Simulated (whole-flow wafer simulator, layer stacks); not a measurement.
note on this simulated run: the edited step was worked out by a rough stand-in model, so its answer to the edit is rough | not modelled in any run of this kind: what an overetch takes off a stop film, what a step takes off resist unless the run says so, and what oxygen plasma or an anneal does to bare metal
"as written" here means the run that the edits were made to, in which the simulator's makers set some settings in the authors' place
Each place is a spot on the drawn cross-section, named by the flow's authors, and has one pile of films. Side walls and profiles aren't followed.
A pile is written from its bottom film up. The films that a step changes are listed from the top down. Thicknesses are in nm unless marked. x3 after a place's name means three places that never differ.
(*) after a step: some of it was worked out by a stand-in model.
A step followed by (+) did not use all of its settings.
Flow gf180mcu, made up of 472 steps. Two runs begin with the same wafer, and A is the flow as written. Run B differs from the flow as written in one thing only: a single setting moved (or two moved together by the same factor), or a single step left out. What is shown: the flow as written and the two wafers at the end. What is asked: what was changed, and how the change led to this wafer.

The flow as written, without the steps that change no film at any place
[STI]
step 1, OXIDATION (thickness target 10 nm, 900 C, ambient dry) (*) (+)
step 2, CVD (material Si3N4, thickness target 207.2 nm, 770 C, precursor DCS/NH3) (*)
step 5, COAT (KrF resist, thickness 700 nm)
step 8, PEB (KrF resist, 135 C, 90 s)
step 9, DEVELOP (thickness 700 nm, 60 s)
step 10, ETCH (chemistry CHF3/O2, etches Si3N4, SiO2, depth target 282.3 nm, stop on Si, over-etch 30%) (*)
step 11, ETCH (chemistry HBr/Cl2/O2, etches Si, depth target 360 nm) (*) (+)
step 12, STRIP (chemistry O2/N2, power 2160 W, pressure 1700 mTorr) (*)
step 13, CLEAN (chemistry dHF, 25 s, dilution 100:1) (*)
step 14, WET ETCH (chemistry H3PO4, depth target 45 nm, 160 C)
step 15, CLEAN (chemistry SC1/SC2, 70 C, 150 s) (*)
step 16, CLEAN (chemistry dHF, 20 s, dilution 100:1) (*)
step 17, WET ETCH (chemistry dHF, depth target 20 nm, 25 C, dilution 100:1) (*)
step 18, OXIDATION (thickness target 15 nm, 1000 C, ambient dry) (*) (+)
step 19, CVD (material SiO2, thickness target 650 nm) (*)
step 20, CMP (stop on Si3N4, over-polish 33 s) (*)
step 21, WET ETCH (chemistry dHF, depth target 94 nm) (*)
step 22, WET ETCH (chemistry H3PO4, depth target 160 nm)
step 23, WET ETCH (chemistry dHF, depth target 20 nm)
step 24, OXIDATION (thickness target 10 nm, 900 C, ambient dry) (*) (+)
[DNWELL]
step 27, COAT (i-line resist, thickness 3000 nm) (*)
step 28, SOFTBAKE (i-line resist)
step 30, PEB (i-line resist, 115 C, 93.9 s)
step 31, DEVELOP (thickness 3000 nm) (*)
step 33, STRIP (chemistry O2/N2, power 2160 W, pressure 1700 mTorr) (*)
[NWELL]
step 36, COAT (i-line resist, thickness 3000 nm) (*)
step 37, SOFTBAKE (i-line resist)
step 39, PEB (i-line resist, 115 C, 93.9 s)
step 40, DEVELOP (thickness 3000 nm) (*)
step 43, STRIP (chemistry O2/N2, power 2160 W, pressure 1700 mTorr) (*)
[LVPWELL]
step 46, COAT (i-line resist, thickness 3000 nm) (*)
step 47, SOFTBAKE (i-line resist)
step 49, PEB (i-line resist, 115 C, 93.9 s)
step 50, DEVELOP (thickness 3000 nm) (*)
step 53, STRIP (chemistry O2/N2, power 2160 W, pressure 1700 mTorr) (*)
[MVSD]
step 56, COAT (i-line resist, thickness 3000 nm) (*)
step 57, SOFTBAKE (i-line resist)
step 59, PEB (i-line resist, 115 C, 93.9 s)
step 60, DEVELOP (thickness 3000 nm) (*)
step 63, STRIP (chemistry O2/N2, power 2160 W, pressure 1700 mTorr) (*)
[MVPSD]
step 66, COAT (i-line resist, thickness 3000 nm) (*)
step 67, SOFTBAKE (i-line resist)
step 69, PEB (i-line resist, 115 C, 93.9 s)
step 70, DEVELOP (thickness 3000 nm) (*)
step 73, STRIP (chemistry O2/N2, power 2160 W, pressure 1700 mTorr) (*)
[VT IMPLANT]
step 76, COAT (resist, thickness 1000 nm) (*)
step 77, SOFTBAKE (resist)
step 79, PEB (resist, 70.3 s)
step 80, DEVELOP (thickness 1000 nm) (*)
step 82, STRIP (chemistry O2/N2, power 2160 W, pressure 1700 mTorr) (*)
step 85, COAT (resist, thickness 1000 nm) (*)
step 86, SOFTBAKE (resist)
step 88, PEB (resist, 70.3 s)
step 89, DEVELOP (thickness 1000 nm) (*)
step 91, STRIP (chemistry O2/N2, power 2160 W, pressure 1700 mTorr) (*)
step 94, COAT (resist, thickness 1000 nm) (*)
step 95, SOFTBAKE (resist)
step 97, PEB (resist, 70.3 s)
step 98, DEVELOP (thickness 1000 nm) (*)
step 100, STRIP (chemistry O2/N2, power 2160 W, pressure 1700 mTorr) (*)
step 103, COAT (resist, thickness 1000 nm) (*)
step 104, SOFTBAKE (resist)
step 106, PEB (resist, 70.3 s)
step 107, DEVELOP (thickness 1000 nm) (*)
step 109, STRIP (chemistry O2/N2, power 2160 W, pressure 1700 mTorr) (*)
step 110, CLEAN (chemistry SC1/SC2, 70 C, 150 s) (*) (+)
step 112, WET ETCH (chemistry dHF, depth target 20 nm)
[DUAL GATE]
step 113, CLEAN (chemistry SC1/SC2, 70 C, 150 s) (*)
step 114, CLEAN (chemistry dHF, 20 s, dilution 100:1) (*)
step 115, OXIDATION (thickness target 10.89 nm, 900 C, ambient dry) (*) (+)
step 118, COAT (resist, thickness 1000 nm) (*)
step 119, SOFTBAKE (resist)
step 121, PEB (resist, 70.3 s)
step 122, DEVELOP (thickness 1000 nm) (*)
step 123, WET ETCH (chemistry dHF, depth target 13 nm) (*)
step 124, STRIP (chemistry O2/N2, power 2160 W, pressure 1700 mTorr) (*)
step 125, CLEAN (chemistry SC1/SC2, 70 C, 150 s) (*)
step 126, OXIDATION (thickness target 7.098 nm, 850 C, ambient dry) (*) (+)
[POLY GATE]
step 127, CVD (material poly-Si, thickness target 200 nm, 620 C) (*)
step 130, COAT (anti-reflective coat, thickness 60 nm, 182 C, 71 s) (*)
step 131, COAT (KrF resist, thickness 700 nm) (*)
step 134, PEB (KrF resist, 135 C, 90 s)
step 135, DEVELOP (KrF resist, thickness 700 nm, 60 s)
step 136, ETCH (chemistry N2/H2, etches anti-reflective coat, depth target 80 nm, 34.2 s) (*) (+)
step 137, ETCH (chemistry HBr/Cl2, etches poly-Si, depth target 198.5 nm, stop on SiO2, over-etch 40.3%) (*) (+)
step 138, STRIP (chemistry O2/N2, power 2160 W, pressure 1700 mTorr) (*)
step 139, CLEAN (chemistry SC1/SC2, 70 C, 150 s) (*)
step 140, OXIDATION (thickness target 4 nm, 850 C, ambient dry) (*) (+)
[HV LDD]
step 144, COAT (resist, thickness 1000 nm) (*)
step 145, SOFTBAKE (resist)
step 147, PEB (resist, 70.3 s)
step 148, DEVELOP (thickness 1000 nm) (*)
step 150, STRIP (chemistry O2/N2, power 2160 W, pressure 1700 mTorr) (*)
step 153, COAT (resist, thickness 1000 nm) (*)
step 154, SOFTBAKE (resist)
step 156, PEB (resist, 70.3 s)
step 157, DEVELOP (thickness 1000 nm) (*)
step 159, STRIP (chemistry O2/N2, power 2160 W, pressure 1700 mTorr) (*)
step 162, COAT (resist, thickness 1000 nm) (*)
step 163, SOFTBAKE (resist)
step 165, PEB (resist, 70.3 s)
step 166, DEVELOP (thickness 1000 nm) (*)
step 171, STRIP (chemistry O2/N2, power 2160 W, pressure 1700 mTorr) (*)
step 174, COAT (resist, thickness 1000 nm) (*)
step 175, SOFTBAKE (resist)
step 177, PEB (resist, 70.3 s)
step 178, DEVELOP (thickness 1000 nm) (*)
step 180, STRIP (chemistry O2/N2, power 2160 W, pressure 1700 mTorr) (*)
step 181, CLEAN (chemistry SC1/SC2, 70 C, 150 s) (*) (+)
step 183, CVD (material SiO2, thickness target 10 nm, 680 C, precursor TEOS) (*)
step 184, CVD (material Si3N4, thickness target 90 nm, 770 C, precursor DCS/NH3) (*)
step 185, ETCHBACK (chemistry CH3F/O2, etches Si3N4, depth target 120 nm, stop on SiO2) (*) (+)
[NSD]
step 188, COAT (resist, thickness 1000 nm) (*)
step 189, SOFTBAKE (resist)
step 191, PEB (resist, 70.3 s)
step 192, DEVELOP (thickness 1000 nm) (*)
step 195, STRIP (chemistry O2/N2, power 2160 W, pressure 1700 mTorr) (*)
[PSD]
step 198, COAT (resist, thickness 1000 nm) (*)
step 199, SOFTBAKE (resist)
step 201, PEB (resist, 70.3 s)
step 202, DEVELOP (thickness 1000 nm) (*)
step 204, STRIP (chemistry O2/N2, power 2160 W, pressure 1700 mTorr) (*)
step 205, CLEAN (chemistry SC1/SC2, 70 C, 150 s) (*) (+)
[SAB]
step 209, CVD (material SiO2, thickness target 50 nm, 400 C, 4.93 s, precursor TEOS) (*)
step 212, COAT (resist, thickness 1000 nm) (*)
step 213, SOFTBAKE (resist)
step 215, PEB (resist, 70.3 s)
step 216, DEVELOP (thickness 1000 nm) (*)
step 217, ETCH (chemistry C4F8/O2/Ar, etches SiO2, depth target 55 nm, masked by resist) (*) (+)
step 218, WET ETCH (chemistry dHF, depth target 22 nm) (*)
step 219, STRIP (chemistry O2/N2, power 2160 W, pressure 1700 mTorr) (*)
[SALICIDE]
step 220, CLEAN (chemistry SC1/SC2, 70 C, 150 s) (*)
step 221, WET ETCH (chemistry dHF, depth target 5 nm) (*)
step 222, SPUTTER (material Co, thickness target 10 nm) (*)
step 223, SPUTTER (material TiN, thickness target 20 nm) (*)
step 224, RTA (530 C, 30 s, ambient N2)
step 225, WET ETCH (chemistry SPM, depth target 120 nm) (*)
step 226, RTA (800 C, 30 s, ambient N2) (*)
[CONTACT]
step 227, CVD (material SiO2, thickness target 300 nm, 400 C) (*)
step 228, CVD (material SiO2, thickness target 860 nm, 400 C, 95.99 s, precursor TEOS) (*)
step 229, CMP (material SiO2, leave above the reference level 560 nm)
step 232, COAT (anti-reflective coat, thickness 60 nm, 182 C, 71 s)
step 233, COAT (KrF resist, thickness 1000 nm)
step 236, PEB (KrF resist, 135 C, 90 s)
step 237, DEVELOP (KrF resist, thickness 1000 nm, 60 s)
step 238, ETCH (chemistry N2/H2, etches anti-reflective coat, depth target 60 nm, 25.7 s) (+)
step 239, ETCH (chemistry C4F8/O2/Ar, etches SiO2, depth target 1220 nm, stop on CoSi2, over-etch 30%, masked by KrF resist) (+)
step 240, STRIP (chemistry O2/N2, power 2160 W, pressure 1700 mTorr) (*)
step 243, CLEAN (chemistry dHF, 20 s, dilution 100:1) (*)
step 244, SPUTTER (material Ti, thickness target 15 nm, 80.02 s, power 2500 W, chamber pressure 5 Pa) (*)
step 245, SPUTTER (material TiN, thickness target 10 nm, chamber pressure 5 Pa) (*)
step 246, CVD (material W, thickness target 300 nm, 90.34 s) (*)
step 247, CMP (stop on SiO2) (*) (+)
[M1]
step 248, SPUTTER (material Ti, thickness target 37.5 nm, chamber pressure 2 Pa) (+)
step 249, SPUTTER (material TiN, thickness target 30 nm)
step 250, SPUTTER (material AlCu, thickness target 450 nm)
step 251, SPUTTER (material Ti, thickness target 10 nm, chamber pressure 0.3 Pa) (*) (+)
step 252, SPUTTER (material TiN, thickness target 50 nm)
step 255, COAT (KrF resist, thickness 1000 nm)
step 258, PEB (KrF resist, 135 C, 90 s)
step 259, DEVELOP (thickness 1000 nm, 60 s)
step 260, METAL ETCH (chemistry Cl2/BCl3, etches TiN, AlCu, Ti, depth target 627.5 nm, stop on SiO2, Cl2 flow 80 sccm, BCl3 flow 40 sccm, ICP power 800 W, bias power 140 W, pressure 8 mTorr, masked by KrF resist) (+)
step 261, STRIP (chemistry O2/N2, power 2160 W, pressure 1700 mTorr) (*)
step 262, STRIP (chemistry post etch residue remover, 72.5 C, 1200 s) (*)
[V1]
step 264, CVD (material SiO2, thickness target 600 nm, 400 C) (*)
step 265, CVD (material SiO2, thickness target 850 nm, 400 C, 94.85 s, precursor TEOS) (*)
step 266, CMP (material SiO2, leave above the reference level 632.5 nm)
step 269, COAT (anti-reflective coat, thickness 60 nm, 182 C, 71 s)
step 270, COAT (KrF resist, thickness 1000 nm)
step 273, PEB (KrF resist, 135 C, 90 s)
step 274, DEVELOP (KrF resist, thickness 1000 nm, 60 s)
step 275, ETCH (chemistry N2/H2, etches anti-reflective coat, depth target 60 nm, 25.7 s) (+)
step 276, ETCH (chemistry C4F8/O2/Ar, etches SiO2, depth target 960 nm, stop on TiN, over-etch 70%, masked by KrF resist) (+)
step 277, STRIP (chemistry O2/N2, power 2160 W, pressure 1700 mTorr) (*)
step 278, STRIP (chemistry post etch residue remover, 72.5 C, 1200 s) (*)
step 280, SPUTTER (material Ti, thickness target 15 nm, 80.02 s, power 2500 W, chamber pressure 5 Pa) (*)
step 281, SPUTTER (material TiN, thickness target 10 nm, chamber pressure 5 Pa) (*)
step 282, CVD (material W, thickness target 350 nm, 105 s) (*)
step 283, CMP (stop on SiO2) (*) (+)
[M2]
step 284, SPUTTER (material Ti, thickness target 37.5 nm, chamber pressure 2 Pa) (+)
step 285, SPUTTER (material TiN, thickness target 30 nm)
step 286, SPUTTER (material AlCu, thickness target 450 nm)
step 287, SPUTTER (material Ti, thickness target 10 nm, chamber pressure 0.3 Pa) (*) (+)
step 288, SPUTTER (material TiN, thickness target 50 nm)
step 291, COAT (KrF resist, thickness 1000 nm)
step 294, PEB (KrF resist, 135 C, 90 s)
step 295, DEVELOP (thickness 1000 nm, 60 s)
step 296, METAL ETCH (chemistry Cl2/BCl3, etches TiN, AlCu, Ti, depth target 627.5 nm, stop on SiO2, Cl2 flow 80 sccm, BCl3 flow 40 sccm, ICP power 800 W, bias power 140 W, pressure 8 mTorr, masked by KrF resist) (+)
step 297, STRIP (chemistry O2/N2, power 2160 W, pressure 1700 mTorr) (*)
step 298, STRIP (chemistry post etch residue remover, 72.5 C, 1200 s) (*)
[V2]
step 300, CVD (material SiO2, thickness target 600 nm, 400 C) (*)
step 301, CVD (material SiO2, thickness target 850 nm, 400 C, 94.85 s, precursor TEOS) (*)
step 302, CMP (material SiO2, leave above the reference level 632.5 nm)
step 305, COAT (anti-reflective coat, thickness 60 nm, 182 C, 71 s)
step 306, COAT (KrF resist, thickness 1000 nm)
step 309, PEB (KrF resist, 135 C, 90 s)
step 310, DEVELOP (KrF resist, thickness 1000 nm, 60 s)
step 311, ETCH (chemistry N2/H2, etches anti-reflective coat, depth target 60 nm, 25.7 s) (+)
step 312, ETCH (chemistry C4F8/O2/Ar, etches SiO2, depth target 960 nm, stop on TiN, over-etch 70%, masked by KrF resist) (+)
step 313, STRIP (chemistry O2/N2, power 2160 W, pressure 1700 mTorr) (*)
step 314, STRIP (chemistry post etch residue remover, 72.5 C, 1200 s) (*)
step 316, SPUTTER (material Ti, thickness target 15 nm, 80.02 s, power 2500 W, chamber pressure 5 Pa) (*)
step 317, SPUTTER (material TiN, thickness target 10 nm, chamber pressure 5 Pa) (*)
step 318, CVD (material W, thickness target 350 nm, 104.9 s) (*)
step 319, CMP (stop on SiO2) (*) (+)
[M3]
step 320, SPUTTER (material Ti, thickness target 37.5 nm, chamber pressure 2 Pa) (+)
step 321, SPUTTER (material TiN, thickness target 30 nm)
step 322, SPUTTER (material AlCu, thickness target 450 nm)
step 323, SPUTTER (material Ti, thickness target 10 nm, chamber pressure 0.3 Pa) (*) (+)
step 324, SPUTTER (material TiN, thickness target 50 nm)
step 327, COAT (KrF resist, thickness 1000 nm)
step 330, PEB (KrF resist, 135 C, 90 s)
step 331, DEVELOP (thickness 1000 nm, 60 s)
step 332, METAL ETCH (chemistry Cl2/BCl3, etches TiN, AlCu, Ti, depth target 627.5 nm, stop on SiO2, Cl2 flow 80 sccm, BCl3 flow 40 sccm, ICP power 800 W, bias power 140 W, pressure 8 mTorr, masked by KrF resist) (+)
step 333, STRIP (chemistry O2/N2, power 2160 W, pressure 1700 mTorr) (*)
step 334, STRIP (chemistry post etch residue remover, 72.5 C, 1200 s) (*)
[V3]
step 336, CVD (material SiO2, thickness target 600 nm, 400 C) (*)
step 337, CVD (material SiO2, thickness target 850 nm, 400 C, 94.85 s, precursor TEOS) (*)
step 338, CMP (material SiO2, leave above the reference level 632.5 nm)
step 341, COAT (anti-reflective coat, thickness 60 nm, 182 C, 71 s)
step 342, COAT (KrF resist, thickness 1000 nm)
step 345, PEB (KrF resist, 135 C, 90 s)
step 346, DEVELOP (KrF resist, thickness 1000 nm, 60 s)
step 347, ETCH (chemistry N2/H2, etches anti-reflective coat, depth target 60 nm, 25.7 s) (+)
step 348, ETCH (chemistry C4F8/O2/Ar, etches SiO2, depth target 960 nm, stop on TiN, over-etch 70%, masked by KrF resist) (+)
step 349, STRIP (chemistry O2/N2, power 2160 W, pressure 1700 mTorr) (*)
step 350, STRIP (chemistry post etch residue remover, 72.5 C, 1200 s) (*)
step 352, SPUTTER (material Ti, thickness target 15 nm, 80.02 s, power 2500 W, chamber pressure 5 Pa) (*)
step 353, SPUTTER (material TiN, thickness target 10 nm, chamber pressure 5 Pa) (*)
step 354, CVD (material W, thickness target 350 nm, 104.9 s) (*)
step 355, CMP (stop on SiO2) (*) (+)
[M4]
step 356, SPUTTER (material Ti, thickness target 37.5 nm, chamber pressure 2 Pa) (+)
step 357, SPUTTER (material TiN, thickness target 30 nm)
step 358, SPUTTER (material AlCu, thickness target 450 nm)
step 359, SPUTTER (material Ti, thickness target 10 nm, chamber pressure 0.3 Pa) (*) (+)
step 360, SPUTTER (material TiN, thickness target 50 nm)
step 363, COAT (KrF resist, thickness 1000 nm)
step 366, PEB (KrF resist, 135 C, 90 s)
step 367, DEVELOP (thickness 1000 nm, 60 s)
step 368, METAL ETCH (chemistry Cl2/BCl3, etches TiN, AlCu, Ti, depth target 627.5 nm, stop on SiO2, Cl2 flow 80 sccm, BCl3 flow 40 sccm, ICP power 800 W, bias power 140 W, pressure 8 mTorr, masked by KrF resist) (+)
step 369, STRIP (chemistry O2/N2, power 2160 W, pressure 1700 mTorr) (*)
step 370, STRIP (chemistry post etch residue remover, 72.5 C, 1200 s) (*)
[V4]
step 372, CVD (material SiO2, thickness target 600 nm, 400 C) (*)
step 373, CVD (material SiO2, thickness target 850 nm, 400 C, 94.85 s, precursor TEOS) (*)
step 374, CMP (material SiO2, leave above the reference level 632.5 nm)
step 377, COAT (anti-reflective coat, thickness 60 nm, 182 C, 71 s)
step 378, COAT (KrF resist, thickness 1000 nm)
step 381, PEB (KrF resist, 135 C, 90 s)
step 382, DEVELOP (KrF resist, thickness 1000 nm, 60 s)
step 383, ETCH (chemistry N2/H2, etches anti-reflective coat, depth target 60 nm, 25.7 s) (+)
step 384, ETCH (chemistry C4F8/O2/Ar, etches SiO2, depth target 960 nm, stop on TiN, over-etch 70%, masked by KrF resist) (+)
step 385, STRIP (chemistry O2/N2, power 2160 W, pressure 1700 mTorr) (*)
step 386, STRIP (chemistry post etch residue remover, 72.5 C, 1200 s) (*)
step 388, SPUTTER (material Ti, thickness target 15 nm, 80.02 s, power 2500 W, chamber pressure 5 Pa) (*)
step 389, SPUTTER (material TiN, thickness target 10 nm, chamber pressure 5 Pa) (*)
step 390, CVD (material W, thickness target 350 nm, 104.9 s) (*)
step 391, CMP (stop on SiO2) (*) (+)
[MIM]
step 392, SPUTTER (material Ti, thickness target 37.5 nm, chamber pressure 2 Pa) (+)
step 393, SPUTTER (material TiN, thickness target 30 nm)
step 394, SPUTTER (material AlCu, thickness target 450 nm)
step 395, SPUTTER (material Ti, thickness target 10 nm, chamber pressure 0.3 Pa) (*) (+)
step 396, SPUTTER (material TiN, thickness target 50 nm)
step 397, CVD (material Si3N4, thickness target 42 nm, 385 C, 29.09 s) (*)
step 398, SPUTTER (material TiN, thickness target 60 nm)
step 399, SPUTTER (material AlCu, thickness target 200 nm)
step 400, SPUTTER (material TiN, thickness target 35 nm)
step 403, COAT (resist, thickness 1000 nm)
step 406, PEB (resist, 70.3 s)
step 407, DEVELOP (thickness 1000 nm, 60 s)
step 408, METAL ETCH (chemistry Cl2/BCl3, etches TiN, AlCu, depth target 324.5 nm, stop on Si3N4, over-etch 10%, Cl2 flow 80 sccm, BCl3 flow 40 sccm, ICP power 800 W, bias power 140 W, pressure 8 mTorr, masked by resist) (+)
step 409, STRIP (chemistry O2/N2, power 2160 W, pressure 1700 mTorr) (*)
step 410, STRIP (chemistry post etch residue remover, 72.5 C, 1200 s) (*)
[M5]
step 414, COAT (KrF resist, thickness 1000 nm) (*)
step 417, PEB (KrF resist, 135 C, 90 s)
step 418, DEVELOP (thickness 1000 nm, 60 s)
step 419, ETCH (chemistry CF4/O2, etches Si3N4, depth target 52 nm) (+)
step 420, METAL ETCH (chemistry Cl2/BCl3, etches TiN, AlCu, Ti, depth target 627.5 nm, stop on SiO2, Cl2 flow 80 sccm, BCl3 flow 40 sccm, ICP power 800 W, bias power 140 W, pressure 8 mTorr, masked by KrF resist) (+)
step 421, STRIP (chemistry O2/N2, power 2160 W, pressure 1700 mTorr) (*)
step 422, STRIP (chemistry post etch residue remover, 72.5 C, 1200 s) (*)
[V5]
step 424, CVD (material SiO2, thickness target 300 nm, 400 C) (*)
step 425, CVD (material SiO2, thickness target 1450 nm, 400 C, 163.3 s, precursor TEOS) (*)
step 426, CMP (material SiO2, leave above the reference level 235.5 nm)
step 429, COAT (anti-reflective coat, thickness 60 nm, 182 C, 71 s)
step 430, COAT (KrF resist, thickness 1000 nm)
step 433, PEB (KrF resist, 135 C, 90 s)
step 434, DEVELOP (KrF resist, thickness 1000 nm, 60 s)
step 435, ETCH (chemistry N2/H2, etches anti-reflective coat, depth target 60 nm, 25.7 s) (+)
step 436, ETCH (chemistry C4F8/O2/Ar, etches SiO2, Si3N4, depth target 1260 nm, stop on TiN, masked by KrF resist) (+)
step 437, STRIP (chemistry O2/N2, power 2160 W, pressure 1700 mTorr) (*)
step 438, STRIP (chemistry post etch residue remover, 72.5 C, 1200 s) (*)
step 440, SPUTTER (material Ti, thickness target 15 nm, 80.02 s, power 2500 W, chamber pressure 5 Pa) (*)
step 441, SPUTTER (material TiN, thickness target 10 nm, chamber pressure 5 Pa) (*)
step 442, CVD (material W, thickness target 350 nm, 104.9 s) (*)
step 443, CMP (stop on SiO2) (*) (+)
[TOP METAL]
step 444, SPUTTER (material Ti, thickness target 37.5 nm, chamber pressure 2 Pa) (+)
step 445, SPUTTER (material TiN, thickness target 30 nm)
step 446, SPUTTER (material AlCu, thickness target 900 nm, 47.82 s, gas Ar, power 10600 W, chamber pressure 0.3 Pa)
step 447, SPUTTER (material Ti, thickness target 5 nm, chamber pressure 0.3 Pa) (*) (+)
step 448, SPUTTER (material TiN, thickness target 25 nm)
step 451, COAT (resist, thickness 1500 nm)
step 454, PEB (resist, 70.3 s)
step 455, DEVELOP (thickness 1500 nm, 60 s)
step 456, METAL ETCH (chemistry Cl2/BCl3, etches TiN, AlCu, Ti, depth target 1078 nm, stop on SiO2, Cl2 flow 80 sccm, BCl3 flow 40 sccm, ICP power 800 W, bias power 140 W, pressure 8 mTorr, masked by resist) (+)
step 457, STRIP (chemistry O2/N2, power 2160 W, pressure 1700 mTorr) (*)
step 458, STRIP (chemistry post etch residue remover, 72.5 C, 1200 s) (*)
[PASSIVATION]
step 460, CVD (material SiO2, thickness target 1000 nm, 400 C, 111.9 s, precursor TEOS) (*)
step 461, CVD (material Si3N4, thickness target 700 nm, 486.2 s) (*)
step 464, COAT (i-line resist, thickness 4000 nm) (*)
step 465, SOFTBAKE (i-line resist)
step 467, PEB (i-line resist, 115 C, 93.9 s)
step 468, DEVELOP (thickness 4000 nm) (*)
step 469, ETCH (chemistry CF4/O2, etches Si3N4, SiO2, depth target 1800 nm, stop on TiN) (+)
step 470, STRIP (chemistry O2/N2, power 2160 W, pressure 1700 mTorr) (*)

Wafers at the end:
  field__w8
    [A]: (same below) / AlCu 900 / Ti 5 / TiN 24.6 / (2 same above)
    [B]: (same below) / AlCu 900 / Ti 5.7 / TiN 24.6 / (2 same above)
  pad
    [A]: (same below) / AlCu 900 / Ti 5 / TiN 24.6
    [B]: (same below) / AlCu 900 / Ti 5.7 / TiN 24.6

Cause: step 447, SPUTTER: thickness target 5.7 nm was run, though the flow has thickness target 5 nm.
The wafer lets one read it off: field__w8 has Ti 5.7, and step 447 as written asks for 5 nm.

How this came from the change, step by step:
  step 447, SPUTTER (material Ti, thickness target 5 nm, chamber pressure 0.3 Pa) (*) (+)
      field, field__w1, field__w2 and 109 more: A +5 Ti (new film) | B +5.7 Ti (new film)
  step 456, METAL ETCH (chemistry Cl2/BCl3, etches TiN, AlCu, Ti, depth target 1078 nm, stop on SiO2, Cl2 flow 80 sccm, BCl3 flow 40 sccm, ICP power 800 W, bias power 140 W, pressure 8 mTorr, masked by resist) (+)
      field, field__w1, field__w2 and 103 more: A -25 TiN (all of it), -5 Ti (all of it), -900 AlCu (all of it), -30 TiN (all of it), -37.5 Ti (all of it) | B -25 TiN (all of it), -5.7 Ti (all of it), -900 AlCu (all of it), -30 TiN (all of it), -37.5 Ti (all of it)
